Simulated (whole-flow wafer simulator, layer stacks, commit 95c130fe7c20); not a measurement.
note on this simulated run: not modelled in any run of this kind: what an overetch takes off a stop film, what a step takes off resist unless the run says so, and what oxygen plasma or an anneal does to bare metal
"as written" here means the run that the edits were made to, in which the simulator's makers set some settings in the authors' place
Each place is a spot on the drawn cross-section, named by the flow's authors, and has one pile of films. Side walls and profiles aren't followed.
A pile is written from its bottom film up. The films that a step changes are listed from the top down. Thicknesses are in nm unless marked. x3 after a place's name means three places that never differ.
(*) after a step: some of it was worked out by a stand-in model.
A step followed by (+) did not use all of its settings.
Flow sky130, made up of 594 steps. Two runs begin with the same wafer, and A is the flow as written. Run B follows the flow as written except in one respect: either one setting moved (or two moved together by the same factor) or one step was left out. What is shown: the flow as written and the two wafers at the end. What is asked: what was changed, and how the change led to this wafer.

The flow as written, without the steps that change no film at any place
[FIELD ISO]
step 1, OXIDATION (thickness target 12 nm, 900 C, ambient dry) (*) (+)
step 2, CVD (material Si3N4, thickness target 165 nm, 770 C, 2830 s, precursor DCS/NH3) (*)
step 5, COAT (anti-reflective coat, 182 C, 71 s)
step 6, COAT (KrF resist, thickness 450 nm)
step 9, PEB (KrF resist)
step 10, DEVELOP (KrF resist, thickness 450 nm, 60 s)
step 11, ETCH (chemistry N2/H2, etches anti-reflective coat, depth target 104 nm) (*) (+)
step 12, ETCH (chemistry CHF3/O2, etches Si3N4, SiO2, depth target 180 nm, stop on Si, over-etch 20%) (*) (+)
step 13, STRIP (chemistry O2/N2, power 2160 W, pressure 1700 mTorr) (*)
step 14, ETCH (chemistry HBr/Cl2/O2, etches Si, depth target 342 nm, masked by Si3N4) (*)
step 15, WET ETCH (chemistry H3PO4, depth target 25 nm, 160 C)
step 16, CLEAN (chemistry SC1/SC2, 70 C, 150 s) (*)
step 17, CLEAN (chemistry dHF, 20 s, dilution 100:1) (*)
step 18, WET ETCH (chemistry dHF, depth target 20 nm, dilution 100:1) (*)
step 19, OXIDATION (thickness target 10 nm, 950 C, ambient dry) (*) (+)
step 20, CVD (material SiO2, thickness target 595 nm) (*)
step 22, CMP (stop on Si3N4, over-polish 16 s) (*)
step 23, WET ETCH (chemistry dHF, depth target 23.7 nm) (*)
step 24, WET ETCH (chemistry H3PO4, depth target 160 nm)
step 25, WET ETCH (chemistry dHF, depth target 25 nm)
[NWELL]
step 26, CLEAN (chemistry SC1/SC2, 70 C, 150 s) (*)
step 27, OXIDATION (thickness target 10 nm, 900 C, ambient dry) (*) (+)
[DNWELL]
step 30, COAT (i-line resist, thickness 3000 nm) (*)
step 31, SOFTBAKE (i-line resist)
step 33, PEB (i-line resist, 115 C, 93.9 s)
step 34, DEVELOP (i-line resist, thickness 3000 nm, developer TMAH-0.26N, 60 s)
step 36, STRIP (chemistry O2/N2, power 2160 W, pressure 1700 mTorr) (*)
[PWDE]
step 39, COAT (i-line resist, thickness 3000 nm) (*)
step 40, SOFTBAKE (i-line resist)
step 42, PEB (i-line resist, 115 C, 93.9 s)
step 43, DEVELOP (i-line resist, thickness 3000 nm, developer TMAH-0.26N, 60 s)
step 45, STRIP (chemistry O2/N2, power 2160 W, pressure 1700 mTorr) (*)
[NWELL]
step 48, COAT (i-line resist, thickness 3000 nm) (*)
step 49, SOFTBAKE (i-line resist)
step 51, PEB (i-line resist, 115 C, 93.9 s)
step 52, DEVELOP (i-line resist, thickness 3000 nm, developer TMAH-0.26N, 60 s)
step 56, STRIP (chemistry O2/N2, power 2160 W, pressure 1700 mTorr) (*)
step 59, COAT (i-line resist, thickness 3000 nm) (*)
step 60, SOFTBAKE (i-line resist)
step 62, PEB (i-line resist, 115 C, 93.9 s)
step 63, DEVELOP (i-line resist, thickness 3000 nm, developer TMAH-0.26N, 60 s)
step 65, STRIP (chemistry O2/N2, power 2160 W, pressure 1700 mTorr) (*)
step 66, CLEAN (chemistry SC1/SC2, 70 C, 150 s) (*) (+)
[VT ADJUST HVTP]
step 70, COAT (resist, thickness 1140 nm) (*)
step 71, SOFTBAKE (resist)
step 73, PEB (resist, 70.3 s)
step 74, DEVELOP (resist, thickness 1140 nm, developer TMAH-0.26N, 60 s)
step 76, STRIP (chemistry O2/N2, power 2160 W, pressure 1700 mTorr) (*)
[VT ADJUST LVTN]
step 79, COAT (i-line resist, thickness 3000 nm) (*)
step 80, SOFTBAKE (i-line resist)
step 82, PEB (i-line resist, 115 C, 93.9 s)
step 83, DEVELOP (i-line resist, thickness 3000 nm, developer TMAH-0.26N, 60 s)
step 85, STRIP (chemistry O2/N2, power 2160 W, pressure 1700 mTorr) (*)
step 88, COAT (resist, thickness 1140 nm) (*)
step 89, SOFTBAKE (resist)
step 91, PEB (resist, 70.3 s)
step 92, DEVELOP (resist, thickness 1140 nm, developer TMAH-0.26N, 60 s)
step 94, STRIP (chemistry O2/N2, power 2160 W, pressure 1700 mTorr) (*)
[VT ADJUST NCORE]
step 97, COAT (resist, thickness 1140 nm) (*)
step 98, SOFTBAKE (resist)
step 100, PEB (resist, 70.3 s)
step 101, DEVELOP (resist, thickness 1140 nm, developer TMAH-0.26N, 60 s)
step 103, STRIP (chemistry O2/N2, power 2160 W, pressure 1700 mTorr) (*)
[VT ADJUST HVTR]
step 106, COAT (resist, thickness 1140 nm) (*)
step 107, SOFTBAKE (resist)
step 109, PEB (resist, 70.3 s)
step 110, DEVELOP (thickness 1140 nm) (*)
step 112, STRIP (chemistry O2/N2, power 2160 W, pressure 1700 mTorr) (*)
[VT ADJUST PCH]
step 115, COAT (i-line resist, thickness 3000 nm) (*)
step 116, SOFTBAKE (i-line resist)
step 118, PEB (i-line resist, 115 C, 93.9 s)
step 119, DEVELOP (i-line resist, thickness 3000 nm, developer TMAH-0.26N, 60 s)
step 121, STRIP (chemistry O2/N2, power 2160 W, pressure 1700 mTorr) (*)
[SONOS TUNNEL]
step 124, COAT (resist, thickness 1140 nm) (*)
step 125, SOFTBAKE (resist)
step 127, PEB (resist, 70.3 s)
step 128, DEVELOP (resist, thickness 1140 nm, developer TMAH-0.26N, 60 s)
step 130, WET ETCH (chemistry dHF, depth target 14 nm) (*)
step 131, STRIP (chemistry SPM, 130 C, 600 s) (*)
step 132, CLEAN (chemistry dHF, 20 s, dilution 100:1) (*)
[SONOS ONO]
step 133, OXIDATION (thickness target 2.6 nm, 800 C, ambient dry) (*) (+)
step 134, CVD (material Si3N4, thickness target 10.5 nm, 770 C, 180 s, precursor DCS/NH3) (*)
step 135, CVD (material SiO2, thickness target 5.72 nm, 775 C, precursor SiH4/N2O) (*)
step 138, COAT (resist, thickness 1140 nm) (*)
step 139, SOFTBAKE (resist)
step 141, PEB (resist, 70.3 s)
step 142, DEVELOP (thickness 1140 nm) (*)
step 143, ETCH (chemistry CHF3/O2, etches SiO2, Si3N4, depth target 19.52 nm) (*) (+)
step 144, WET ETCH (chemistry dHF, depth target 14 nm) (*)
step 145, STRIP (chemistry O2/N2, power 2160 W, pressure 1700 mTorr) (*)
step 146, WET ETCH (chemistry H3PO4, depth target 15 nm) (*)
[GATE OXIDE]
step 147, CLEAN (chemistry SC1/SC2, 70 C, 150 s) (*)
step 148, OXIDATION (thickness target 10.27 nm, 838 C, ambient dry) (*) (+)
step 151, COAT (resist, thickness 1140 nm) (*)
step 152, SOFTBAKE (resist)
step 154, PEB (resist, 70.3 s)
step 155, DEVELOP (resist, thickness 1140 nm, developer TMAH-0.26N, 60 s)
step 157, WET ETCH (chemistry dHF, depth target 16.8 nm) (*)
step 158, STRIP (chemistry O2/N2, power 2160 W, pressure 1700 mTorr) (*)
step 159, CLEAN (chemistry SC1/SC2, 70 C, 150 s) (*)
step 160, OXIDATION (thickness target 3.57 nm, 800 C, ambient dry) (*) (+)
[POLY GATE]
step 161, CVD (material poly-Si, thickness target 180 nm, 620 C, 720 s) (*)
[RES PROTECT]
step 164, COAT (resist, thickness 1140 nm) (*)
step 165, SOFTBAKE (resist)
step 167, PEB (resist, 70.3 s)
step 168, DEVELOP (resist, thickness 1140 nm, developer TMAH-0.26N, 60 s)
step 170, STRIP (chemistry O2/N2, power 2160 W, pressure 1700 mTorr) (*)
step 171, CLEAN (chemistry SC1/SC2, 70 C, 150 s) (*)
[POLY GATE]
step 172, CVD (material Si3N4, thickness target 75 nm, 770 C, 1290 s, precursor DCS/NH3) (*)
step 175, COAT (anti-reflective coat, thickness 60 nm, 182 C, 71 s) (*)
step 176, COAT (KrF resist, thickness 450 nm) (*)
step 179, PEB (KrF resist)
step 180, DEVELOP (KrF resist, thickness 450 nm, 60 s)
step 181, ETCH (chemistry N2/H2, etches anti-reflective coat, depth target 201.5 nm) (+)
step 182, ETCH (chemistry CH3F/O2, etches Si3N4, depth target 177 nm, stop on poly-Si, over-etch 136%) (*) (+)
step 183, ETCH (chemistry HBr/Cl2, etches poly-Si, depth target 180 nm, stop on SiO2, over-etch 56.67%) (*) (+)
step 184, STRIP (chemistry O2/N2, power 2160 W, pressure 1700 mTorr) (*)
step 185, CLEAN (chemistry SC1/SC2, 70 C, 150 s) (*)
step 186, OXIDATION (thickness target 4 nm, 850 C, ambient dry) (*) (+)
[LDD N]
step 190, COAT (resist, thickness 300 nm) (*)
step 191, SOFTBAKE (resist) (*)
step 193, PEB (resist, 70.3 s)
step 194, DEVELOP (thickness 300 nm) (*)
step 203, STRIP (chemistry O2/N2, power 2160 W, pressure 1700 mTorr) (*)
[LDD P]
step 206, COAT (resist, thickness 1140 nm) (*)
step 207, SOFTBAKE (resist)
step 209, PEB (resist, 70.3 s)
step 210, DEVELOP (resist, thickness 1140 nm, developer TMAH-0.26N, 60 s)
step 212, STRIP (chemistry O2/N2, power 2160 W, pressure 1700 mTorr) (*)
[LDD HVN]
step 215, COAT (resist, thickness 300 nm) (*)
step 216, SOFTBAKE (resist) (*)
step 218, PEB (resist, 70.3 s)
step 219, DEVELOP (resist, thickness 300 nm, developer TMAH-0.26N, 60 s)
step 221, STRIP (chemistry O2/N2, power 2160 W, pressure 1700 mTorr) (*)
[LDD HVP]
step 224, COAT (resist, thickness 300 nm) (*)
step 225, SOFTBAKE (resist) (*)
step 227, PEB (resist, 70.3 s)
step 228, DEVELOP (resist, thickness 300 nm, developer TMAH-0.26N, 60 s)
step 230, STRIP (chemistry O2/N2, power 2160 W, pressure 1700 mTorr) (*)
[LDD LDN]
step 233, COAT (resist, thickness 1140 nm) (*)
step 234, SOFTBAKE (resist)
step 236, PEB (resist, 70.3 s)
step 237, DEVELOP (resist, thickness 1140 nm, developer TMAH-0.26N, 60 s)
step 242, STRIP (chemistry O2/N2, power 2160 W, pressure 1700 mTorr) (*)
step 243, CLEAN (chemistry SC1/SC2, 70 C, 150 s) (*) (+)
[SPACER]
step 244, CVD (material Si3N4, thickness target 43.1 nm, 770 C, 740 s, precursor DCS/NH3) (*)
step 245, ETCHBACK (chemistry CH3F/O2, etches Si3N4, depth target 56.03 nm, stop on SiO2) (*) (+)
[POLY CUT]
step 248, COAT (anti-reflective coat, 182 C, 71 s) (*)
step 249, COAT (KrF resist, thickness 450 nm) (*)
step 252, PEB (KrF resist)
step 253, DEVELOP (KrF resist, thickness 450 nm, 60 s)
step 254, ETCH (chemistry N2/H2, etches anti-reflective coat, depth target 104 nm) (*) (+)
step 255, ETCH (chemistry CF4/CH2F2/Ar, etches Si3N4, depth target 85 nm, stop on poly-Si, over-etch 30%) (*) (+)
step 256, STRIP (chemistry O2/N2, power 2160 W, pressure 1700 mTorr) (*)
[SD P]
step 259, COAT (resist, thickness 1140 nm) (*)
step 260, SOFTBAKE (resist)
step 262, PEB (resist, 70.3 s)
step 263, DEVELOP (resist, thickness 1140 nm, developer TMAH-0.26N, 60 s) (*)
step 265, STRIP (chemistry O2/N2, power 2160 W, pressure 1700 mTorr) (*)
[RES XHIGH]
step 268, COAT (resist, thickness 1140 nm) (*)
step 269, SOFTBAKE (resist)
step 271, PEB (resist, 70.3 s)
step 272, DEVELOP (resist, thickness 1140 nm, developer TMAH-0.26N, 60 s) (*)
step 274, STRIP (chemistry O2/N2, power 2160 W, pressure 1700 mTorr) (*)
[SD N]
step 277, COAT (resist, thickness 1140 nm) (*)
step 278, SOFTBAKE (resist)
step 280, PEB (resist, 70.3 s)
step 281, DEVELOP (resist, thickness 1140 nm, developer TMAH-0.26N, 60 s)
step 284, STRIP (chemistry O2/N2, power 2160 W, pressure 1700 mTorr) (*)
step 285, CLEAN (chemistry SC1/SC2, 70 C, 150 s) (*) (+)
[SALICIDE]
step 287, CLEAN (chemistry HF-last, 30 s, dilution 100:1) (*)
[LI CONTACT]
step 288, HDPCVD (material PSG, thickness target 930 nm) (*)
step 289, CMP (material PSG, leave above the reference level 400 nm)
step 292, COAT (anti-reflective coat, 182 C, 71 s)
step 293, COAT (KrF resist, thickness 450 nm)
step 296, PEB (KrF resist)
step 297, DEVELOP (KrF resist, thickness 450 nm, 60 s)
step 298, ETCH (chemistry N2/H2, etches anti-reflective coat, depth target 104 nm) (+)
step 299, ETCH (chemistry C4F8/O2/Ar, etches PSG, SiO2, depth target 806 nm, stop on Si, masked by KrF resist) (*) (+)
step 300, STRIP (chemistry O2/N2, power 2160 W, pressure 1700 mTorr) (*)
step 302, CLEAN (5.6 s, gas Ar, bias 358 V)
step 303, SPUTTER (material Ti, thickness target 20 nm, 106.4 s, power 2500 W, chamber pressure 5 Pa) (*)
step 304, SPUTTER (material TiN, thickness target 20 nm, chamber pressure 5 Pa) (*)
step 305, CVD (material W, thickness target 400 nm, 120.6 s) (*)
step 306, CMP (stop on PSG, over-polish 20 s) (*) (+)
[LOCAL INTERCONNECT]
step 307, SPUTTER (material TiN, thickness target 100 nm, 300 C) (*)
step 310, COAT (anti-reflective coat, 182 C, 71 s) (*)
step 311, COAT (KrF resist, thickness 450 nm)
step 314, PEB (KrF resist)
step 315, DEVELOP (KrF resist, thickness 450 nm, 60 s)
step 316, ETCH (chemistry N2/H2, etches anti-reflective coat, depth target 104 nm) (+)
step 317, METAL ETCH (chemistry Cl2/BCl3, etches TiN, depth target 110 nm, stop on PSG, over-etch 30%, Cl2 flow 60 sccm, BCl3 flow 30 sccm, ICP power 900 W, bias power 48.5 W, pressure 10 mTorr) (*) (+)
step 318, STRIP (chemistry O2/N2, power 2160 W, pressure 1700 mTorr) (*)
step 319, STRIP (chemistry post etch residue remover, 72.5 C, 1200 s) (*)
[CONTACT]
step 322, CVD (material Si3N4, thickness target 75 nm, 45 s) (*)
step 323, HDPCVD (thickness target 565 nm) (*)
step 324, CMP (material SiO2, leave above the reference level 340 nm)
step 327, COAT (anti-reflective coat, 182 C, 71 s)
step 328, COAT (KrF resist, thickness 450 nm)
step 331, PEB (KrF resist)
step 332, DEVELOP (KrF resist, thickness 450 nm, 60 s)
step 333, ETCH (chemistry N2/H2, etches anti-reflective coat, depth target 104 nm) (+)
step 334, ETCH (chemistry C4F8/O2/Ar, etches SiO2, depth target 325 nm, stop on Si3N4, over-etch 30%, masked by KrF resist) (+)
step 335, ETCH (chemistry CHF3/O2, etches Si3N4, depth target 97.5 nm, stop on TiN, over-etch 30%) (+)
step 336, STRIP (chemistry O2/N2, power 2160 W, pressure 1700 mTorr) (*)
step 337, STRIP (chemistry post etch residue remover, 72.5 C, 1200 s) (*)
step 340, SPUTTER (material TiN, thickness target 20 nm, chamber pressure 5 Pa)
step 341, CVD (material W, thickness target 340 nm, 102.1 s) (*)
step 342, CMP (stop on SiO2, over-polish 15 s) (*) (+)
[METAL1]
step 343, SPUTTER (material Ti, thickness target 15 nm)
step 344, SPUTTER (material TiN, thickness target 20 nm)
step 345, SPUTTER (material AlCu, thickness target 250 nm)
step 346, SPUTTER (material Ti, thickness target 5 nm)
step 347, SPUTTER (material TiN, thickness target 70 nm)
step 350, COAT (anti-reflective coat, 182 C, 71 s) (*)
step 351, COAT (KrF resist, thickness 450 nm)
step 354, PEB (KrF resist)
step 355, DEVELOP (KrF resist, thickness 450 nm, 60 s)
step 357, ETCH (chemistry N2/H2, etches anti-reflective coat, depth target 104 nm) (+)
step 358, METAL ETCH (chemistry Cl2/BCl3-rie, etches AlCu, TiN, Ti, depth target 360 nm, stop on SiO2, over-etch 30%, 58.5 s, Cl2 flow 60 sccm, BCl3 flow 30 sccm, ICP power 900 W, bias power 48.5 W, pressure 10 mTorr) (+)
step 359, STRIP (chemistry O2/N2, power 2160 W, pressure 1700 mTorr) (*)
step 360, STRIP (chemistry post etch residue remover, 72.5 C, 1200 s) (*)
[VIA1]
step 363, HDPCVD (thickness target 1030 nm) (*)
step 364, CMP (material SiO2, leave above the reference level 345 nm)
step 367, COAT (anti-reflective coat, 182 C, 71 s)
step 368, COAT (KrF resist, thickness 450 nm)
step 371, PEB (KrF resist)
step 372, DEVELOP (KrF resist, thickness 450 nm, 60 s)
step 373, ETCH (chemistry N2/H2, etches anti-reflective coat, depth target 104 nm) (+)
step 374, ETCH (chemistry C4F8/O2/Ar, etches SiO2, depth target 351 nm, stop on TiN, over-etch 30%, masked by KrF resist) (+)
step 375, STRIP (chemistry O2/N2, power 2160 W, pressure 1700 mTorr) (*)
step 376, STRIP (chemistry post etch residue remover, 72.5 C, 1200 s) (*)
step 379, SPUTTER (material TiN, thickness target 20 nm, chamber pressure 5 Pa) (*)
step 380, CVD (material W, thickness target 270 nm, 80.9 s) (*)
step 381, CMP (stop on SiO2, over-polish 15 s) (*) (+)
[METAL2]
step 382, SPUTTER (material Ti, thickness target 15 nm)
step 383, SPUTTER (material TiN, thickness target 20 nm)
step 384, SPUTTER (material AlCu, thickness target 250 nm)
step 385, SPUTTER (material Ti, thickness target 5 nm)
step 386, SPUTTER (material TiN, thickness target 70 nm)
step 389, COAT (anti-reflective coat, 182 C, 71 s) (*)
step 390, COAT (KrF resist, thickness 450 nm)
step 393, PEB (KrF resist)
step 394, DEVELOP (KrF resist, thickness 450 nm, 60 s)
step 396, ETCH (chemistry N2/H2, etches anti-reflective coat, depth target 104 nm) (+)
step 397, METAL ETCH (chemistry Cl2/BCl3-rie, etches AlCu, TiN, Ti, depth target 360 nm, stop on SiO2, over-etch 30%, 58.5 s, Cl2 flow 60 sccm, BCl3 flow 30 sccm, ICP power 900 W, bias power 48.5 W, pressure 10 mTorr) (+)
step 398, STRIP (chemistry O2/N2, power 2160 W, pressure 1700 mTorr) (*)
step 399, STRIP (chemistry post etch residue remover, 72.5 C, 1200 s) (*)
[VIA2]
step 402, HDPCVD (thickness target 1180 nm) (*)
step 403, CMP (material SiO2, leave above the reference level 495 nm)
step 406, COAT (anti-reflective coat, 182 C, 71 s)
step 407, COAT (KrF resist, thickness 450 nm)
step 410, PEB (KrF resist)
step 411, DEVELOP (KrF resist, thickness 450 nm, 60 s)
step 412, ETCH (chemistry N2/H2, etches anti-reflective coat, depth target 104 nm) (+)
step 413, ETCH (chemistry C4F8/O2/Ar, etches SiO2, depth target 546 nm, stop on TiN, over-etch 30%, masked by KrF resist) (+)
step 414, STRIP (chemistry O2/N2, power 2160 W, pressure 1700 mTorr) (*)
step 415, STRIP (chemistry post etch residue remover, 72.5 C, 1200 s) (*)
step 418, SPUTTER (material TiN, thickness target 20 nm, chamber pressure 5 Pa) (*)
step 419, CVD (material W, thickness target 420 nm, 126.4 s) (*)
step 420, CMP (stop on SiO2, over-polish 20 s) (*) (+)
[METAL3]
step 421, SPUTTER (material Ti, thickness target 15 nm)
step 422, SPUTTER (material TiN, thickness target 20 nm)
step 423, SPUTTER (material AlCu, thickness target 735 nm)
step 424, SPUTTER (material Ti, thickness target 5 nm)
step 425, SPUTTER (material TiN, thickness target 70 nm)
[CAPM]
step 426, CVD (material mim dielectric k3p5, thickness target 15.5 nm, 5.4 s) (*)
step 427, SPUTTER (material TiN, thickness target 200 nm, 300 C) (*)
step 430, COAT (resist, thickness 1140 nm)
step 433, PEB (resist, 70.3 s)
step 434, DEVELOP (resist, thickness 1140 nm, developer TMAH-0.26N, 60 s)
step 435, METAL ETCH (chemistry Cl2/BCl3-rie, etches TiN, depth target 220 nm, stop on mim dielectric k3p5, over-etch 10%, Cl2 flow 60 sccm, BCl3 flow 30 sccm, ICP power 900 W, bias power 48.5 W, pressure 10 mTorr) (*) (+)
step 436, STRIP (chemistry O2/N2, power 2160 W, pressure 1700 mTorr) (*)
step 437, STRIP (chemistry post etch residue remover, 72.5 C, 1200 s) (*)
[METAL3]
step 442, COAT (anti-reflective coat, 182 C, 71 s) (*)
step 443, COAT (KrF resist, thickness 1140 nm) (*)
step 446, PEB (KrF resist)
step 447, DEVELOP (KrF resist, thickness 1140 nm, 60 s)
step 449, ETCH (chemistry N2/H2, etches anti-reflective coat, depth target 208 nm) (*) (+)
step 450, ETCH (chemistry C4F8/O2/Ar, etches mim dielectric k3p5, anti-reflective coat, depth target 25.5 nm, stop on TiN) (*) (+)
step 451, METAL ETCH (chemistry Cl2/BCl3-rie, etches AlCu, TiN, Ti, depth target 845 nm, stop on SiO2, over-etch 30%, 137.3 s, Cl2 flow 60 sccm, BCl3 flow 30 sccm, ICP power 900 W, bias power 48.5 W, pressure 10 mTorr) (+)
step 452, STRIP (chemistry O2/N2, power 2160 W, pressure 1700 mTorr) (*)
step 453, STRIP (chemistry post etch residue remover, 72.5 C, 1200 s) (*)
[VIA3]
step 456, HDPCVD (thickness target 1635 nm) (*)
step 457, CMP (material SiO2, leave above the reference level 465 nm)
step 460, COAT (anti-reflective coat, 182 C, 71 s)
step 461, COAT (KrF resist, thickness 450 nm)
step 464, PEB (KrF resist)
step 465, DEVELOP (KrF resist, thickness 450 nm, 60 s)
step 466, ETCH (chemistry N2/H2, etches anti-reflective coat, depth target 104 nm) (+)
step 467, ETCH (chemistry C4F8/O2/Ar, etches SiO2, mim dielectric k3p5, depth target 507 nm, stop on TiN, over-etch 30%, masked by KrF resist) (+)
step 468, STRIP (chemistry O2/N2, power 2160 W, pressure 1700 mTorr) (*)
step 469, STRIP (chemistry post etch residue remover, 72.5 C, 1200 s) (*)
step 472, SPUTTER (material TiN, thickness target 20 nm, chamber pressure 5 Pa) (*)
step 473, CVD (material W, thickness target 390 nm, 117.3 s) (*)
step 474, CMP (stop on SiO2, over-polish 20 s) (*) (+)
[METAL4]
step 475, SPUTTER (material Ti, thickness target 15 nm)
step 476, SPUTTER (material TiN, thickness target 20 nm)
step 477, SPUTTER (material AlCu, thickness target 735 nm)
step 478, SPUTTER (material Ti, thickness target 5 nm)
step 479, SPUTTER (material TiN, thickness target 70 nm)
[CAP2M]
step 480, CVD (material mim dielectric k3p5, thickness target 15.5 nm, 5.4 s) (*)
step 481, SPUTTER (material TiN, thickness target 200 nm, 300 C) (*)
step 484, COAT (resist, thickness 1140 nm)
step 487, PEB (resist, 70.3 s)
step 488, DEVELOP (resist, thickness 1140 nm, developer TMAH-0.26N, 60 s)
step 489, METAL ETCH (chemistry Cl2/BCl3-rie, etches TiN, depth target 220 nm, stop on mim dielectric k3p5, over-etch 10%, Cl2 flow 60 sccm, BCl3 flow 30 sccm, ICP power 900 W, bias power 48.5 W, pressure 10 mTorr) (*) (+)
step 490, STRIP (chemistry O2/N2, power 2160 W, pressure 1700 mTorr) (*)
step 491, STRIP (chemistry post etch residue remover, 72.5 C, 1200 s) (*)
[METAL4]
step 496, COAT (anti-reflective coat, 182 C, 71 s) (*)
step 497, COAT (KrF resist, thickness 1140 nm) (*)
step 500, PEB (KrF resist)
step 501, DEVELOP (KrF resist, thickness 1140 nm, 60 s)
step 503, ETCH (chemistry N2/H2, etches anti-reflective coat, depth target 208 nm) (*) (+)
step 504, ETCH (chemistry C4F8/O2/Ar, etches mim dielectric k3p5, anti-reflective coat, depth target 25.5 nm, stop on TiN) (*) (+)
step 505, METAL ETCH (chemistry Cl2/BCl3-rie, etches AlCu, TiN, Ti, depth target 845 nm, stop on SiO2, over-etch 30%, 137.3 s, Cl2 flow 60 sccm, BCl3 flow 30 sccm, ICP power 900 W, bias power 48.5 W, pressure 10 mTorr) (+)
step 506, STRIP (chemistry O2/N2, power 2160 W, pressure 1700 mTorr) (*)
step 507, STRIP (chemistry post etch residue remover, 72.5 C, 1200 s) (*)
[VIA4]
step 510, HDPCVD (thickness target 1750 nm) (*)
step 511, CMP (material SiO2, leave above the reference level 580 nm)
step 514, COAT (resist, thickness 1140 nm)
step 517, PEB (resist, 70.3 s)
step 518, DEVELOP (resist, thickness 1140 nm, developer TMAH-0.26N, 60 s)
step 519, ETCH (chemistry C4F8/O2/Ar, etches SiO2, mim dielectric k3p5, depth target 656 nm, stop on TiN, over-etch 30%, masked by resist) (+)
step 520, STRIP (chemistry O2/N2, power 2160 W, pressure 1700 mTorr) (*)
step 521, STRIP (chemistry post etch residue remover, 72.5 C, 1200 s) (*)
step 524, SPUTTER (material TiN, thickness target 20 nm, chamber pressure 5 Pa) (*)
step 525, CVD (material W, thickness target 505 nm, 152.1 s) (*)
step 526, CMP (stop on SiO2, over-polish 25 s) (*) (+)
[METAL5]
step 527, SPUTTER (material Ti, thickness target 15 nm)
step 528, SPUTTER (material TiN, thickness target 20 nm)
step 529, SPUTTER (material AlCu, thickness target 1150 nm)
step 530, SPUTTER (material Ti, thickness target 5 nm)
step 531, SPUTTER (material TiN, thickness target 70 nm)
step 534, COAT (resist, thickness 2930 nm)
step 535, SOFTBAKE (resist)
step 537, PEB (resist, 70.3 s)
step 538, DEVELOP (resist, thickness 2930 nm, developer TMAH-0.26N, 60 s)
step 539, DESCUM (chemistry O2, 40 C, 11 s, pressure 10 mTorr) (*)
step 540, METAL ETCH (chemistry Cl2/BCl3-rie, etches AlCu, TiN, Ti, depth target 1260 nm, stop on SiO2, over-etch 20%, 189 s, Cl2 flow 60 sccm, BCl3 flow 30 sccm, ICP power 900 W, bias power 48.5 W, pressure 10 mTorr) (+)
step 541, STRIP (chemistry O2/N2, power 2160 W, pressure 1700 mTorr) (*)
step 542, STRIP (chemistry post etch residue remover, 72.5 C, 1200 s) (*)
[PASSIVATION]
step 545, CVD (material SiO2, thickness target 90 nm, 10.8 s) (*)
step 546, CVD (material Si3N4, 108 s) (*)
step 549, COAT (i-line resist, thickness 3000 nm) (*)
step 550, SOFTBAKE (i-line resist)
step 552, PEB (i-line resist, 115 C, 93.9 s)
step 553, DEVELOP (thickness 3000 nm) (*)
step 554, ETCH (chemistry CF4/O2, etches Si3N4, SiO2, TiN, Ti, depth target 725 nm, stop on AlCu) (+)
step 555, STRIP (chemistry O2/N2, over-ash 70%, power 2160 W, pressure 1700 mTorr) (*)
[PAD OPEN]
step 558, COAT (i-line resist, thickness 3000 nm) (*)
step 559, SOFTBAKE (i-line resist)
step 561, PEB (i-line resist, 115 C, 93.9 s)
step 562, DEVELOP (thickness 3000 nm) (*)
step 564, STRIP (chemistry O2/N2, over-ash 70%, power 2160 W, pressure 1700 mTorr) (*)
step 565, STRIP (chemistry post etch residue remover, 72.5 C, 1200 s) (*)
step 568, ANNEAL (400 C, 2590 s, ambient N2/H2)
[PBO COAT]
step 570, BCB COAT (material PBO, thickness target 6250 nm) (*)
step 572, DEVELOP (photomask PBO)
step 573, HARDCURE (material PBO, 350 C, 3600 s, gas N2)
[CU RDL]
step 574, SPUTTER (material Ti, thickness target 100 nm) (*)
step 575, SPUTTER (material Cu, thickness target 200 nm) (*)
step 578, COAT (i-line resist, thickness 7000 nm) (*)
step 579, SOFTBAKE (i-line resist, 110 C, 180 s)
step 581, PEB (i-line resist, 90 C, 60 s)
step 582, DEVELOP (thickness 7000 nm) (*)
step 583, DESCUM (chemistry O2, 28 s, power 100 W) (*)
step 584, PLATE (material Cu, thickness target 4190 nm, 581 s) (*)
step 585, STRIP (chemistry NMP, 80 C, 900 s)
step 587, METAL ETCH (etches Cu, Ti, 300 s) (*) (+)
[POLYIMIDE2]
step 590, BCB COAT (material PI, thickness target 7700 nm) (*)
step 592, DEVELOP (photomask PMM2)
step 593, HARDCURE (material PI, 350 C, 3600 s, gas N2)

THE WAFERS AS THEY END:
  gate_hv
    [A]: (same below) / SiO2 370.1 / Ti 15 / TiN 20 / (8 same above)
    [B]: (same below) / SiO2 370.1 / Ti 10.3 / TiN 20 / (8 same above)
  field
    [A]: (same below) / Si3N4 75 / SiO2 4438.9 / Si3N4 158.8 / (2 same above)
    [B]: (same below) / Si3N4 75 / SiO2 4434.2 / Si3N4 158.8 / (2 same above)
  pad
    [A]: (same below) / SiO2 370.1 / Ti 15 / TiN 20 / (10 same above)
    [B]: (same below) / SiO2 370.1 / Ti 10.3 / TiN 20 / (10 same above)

The reason: step 475, SPUTTER: thickness target 10.3 nm was run, whereas the flow has thickness target 15 nm.
One can read it off the wafer: gate_hv has Ti 10.3, and step 475 as written asks for 15 nm.

The path from the change to this, step by step:
  step 475, SPUTTER (material Ti, thickness target 15 nm)
      field, active, n_well and 189 more: A +15 Ti (new film) | B +10.3 Ti (new film)
  step 505, METAL ETCH (chemistry Cl2/BCl3-rie, etches AlCu, TiN, Ti, depth target 845 nm, stop on SiO2, over-etch 30%, 137.3 s, Cl2 flow 60 sccm, BCl3 flow 30 sccm, ICP power 900 W, bias power 48.5 W, pressure 10 mTorr) (+)
      field, gate, spacer and 68 more: A -70 TiN (all of it), -5 Ti (all of it), -735 AlCu (all of it), -20 TiN (all of it), -15 Ti (all of it), -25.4 SiO2 | B -70 TiN (all of it), -5 Ti (all of it), -735 AlCu (all of it), -20 TiN (all of it), -10.3 Ti (all of it), -25.8 SiO2
      active, vpp_iso1, mim_edge_plate and 14 more: A -70 TiN (all of it), -5 Ti (all of it), -735 AlCu (all of it), -20 TiN (all of it), -15 Ti (all of it), -25.3 SiO2 | B -70 TiN (all of it), -5 Ti (all of it), -735 AlCu (all of it), -20 TiN (all of it), -10.3 Ti (all of it), -25.8 SiO2
